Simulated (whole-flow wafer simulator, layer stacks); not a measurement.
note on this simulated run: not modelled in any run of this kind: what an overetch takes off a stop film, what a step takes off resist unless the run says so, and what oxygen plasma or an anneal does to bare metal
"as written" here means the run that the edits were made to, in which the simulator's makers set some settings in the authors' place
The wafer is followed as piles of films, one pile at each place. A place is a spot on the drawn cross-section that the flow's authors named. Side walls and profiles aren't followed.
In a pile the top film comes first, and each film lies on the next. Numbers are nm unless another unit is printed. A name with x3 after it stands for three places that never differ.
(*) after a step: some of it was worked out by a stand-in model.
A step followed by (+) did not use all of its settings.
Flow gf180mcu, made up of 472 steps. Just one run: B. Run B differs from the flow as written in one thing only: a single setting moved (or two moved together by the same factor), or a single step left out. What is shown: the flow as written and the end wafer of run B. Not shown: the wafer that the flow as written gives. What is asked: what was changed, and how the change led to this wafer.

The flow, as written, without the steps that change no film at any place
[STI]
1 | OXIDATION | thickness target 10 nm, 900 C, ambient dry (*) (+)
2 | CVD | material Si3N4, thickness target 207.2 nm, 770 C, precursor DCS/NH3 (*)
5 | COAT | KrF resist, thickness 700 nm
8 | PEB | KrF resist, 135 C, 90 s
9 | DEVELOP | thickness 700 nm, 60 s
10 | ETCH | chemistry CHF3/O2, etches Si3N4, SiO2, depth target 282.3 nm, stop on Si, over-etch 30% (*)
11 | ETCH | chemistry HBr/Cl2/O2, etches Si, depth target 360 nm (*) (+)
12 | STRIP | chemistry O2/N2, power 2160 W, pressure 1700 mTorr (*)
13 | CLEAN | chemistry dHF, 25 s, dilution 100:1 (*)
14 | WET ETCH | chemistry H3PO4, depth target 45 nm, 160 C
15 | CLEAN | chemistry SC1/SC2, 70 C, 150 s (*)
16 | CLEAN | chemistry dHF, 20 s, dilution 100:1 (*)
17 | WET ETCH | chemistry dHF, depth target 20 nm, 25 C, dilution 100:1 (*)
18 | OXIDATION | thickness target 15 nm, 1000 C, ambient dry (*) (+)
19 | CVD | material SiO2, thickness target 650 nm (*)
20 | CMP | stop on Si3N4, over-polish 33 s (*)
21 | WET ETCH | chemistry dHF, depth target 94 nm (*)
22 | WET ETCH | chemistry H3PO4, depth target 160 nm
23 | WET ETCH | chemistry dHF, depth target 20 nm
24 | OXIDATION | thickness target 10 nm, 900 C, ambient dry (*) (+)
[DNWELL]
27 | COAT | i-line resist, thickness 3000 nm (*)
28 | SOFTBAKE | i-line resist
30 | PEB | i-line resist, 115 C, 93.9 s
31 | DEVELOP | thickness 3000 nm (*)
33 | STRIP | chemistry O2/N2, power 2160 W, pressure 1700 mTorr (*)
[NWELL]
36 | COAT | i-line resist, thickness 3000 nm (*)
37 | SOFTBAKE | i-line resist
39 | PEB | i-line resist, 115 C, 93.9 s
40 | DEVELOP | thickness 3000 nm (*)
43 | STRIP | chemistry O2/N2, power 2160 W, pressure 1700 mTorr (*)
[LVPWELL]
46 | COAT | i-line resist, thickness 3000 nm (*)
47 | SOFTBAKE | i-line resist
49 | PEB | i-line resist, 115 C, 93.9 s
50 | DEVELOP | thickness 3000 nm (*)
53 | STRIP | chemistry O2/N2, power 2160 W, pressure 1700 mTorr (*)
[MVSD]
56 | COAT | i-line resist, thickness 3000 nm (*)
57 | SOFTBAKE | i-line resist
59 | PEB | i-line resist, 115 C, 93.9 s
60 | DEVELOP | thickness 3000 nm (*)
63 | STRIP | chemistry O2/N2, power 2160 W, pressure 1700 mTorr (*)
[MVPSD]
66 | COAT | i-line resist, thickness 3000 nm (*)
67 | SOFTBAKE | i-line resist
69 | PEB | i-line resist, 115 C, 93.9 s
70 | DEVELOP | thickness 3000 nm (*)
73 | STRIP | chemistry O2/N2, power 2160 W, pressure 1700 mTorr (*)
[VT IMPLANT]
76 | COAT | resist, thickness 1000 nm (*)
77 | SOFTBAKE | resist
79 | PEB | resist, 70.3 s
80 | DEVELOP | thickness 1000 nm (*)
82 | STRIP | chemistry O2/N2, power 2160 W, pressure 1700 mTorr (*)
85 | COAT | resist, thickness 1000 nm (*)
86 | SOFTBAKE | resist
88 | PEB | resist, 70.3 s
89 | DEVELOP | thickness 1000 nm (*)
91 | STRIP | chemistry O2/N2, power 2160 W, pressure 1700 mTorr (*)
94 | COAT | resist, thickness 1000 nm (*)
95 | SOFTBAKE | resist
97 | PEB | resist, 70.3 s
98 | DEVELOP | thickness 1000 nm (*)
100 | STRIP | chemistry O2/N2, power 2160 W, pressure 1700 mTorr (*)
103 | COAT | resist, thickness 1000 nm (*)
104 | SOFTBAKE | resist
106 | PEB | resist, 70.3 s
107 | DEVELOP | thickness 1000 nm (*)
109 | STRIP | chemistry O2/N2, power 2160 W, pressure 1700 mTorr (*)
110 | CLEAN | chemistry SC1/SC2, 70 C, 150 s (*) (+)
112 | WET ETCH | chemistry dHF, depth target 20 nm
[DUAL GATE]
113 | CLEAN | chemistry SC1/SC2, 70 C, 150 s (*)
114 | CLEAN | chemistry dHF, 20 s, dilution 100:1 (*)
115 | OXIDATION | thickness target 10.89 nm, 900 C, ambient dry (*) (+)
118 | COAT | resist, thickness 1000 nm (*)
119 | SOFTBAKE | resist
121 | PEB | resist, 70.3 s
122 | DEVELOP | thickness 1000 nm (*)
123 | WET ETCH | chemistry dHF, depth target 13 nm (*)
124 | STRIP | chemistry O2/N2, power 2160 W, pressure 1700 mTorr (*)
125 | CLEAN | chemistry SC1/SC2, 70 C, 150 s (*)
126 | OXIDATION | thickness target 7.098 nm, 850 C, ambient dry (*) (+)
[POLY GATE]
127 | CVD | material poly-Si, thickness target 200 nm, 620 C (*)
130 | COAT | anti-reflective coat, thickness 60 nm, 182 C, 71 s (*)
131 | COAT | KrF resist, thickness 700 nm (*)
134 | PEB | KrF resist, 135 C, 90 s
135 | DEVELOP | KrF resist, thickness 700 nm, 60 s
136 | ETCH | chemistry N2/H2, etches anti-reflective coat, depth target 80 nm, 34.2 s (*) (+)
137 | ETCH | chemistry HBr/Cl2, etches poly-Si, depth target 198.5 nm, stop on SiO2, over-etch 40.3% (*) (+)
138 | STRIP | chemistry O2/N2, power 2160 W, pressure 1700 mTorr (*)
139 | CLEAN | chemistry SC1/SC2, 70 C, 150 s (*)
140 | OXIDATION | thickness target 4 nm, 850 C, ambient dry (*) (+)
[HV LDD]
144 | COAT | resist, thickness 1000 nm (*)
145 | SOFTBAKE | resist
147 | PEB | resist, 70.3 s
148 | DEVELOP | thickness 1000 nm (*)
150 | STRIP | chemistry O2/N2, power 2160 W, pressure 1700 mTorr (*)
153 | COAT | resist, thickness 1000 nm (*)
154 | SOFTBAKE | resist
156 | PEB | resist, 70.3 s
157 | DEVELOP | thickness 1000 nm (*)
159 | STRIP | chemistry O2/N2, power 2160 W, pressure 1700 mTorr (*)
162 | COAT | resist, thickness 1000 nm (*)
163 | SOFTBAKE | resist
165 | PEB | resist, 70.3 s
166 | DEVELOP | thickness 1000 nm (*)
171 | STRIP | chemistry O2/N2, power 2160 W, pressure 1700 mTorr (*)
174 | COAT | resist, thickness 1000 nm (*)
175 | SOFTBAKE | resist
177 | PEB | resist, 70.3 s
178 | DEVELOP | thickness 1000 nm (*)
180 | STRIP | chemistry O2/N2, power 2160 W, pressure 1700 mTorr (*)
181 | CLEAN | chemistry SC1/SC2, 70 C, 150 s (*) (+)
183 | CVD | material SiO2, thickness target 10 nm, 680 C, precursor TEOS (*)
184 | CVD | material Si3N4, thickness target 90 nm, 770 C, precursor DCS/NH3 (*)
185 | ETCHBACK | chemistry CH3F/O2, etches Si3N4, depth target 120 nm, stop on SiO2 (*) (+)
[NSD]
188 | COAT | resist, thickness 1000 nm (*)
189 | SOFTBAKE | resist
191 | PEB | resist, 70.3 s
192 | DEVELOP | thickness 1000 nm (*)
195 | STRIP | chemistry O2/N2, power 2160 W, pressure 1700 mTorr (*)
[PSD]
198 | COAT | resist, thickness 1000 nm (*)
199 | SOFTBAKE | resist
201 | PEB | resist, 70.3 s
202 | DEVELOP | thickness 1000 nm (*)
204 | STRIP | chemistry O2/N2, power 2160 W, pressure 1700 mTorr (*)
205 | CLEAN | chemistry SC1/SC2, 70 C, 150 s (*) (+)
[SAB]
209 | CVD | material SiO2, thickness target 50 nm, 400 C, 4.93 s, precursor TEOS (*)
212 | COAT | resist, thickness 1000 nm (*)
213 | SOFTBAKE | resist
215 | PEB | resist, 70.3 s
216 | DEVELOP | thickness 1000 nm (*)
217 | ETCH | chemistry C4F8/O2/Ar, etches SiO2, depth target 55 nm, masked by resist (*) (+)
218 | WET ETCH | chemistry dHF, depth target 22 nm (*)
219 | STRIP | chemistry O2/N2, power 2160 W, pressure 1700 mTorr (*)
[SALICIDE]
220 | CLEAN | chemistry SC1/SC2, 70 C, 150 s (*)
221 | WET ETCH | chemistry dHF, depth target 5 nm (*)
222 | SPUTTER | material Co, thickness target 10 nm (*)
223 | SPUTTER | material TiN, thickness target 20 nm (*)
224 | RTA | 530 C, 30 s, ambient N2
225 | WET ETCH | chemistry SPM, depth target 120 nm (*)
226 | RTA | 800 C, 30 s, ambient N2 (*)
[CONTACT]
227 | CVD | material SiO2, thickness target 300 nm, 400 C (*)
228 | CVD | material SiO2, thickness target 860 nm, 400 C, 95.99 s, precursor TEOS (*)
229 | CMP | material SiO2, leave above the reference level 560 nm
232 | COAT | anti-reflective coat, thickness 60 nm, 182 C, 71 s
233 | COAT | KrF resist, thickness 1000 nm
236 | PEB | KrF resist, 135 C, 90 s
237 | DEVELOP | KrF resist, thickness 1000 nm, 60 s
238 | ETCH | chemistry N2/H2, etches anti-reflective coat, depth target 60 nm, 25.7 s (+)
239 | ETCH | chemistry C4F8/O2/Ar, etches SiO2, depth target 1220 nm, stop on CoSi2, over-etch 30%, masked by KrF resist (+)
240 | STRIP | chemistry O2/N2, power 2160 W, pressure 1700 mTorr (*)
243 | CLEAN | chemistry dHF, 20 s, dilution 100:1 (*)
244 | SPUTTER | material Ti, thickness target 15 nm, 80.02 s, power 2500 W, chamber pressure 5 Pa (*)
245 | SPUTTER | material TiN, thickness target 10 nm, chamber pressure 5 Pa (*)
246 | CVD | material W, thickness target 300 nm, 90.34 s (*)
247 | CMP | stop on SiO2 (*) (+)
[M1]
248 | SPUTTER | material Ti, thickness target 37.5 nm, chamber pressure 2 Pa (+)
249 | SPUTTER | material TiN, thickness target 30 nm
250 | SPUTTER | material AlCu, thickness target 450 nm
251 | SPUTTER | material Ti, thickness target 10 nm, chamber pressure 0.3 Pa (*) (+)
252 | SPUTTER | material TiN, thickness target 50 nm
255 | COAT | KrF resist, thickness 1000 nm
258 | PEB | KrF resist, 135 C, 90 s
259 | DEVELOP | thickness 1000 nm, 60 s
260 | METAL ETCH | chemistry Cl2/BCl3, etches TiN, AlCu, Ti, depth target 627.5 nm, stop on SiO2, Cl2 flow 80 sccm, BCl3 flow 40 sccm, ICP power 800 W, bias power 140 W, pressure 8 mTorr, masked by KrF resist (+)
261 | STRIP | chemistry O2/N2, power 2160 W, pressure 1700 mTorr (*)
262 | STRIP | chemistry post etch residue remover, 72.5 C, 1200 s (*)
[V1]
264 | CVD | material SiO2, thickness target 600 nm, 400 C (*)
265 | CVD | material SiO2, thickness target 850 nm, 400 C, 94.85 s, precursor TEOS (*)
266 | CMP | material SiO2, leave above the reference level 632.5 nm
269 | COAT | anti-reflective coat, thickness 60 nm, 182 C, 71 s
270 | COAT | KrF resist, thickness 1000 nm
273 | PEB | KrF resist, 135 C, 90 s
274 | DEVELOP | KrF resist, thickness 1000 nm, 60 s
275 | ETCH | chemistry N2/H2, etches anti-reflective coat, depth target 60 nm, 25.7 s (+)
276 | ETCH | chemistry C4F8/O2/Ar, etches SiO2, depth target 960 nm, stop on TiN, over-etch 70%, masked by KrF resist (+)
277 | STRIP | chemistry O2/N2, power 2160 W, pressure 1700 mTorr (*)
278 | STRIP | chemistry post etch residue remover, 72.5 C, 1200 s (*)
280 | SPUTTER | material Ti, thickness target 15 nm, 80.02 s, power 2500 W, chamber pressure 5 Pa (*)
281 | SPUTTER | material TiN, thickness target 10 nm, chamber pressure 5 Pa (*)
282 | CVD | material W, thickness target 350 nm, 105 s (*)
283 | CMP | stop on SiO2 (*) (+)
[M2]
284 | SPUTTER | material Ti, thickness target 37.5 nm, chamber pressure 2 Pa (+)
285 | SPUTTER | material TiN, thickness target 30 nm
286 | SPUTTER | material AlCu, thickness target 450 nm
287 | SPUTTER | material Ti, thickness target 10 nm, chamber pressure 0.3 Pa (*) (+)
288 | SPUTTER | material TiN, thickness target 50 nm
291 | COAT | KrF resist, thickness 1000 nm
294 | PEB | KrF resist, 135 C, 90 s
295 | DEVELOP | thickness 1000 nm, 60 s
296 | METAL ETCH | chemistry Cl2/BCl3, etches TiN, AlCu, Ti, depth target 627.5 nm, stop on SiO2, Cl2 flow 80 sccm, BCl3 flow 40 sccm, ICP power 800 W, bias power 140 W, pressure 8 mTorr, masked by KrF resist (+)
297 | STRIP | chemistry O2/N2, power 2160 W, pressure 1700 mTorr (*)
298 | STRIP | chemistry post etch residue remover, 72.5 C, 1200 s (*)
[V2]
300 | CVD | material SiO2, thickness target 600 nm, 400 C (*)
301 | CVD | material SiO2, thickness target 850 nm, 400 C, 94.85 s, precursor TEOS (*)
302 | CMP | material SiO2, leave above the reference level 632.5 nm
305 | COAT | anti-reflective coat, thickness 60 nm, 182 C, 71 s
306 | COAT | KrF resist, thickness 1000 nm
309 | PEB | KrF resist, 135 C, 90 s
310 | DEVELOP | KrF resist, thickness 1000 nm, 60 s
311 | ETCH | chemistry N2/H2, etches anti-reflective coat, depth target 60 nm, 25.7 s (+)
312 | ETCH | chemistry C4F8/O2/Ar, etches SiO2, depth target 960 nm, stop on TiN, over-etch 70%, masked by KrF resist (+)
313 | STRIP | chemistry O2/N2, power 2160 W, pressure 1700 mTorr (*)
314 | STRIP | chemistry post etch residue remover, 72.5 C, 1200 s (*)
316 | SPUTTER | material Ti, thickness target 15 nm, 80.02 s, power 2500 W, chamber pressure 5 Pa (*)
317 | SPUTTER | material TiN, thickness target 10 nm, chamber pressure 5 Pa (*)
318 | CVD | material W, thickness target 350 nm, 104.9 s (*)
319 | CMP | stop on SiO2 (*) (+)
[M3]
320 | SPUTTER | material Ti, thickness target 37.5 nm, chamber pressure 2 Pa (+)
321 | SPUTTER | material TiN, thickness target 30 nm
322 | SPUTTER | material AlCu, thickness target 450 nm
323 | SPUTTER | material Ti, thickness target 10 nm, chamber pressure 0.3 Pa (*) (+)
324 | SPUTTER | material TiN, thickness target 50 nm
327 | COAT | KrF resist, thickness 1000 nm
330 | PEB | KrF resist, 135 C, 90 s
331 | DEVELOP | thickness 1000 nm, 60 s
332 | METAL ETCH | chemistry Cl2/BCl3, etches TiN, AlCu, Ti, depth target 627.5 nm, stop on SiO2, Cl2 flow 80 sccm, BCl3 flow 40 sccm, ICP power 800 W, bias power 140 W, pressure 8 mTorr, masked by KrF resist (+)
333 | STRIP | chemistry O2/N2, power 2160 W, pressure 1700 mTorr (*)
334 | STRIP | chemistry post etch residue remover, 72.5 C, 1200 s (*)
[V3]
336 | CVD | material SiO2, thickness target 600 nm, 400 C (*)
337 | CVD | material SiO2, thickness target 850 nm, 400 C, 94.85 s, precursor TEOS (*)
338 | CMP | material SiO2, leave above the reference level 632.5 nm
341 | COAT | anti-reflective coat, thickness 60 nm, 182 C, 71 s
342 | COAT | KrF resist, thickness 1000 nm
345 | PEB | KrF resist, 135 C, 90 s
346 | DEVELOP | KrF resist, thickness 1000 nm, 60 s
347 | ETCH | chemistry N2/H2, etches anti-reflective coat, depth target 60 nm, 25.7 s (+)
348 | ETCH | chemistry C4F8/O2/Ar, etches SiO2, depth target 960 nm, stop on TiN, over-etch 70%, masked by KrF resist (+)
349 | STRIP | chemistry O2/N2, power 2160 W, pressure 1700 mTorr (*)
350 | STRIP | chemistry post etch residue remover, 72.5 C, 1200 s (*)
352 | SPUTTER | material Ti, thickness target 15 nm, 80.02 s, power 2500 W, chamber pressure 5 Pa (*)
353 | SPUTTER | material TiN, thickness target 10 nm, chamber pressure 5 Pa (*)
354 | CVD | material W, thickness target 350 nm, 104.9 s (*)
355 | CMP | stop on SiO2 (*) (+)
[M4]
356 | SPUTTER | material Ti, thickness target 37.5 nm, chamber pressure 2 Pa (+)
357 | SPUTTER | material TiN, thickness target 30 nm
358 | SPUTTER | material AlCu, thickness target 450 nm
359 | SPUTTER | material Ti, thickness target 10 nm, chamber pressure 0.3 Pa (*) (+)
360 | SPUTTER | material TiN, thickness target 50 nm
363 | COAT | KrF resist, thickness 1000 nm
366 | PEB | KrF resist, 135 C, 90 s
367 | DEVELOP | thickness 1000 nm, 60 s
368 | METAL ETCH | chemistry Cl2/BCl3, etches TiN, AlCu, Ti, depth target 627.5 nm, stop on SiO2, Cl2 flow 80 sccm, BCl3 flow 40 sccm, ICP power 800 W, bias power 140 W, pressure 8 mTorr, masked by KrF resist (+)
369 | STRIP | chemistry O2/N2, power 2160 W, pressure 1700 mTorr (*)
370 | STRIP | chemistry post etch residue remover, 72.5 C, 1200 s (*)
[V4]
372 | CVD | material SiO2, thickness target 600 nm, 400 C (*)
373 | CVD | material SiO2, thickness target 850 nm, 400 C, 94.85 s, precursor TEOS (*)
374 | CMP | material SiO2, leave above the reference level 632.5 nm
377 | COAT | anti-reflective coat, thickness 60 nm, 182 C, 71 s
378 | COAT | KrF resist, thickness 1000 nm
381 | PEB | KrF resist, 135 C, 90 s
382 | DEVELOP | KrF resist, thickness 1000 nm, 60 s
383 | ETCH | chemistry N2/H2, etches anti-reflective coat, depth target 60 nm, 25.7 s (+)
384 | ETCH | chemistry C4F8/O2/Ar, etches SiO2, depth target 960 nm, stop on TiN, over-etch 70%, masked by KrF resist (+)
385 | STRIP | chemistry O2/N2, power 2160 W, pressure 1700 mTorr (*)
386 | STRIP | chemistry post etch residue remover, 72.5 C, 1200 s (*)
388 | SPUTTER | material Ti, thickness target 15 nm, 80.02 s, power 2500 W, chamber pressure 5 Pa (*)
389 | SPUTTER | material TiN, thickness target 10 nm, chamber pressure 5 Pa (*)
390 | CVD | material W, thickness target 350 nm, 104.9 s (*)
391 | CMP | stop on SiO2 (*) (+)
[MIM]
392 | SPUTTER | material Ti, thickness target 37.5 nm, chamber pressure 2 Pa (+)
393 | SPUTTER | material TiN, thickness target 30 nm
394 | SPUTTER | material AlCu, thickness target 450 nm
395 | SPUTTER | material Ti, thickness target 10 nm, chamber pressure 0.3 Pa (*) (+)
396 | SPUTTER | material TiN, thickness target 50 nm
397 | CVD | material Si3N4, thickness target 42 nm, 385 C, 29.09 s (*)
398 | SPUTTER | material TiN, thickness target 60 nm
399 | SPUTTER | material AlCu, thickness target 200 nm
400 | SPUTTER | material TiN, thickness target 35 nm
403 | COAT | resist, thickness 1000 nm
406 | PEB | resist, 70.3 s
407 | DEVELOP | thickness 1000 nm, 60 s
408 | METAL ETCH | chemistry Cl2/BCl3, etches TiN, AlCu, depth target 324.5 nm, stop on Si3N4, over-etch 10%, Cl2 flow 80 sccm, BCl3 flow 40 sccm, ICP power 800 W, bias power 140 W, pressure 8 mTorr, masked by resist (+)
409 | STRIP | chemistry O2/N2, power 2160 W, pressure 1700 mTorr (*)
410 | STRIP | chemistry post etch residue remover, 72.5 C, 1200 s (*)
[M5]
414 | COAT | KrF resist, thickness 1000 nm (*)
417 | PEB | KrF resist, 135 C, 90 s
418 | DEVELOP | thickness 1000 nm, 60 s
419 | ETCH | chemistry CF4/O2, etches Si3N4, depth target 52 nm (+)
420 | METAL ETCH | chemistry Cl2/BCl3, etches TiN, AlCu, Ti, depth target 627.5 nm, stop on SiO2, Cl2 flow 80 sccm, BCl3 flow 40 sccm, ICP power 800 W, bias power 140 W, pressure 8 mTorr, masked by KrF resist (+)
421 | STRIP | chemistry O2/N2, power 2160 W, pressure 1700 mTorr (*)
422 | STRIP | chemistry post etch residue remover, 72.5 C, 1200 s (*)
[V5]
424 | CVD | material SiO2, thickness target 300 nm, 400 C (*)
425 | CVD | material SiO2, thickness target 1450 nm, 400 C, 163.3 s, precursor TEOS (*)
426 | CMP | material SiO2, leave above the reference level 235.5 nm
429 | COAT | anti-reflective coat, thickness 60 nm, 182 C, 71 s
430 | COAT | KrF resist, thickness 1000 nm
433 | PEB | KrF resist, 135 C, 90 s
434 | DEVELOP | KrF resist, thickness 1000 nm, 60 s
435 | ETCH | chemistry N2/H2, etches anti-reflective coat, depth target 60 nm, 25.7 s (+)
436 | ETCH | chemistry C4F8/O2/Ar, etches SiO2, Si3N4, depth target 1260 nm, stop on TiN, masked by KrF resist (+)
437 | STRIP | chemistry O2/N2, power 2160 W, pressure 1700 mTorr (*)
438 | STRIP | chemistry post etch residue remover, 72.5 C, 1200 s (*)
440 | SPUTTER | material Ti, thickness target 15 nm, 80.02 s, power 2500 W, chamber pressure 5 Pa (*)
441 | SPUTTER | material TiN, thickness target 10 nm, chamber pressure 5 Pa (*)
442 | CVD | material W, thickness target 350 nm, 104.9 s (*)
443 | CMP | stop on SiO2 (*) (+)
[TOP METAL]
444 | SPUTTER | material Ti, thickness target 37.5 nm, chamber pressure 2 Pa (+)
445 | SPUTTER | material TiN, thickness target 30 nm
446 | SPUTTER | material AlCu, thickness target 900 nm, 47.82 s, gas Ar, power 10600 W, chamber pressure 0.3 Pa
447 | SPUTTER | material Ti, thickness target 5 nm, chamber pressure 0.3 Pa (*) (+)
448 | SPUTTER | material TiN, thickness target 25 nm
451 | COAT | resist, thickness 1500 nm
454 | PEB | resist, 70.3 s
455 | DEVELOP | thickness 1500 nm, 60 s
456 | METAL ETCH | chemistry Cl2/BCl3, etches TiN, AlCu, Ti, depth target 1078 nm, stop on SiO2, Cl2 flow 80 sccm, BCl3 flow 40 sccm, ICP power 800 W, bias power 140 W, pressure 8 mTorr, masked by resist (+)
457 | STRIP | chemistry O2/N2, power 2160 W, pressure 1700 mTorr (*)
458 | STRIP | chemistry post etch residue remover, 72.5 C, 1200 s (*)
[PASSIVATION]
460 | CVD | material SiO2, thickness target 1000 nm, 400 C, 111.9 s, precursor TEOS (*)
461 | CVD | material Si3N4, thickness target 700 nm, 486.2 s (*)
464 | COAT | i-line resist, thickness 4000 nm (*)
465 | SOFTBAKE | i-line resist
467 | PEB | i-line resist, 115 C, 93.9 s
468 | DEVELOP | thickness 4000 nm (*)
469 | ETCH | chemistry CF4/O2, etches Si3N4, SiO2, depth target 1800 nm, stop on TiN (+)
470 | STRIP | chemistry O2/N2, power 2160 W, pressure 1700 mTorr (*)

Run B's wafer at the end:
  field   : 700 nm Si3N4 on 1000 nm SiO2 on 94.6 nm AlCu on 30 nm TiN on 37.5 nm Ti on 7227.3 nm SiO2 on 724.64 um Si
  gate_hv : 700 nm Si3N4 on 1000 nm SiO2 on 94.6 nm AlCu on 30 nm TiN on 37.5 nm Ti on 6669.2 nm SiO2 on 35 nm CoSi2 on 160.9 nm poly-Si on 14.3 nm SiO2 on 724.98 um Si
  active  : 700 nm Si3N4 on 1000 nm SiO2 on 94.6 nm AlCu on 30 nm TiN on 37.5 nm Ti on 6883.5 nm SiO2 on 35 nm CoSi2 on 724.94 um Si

The reason: step 456, METAL ETCH: depth target 829.7 nm was run, whereas the flow has depth target 1078 nm.

The path from the change to this, step by step:
  456 | METAL ETCH | chemistry Cl2/BCl3, etches TiN, AlCu, Ti, depth target 1078 nm, stop on SiO2, Cl2 flow 80 sccm, BCl3 flow 40 sccm, ICP power 800 W, bias power 140 W, pressure 8 mTorr, masked by resist (+)
      field, field__w1, field__w2 and 103 more: -25 TiN (all of it), -5 Ti (all of it), -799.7 AlCu (as written it would have been: -25 TiN (all of it), -5 Ti (all of it), -900 AlCu (all of it), -30 TiN (all of it), -37.5 Ti (all of it))
      field__w8, contact, m1, m1__w1, pad, m1_nw: -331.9 resist (as written it would have been: -431 resist)
  457 | STRIP | chemistry O2/N2, power 2160 W, pressure 1700 mTorr (*)
      field__w8, contact, m1, m1__w1, pad, m1_nw: -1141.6 resist (all of it) (as written it would have been: -1042.5 resist (all of it))
  458 | STRIP | chemistry post etch residue remover, 72.5 C, 1200 s (*)
      field, field__w1, field__w2 and 103 more: -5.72 AlCu (as written it would have been: nothing)
  460 | CVD | material SiO2, thickness target 1000 nm, 400 C, 111.9 s, precursor TEOS (*)
      field, field__w1, field__w2 and 103 more: +1000 SiO2 (new film) (as written it would have been: +1000 SiO2)
  464 | COAT | i-line resist, thickness 4000 nm (*)
      field__w8: +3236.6 i-line resist (new film) (as written it would have been: +3093.1 i-line resist (new film))
      contact: +3282 i-line resist (new film) (as written it would have been: +3153.6 i-line resist (new film))
      (as well as at 4 more places)
  465 | SOFTBAKE | i-line resist
      field__w11, field__w13: +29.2 i-line resist (as written it would have been: +37.6 i-line resist)
      ld_acc_p, ld_fp_p: +26.2 i-line resist (as written it would have been: +33.8 i-line resist)
      (as well as at 65 more places)
  467 | PEB | i-line resist, 115 C, 93.9 s
      field__w8, m1__w1: -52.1 i-line resist (as written it would have been: -49.2 i-line resist)
      contact, m1: -52.4 i-line resist (as written it would have been: -49.6 i-line resist)
      (as well as at 2 more places)
  468 | DEVELOP | thickness 4000 nm (*)
      pad: -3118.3 i-line resist (all of it) (as written it would have been: -2960.4 i-line resist (all of it))
  470 | STRIP | chemistry O2/N2, power 2160 W, pressure 1700 mTorr (*)
      field__w8, m1__w1: -1931.3 i-line resist (all of it) (as written it would have been: -1775.9 i-line resist (all of it))
      contact: -1948.2 i-line resist (all of it) (as written it would have been: -1798.3 i-line resist (all of it))
      (as well as at 2 more places)
Taking metal films that touch as one body, field has 1 body; the flow as written gives 0 bodies.
Taking metal films that touch as one body, gate_hv has 2 bodies (between them, from the top down: SiO2 6669.2); the flow as written gives 1 body.
Taking metal films that touch as one body, active has 2 bodies (between them, from the top down: SiO2 6883.5); the flow as written gives 1 body.
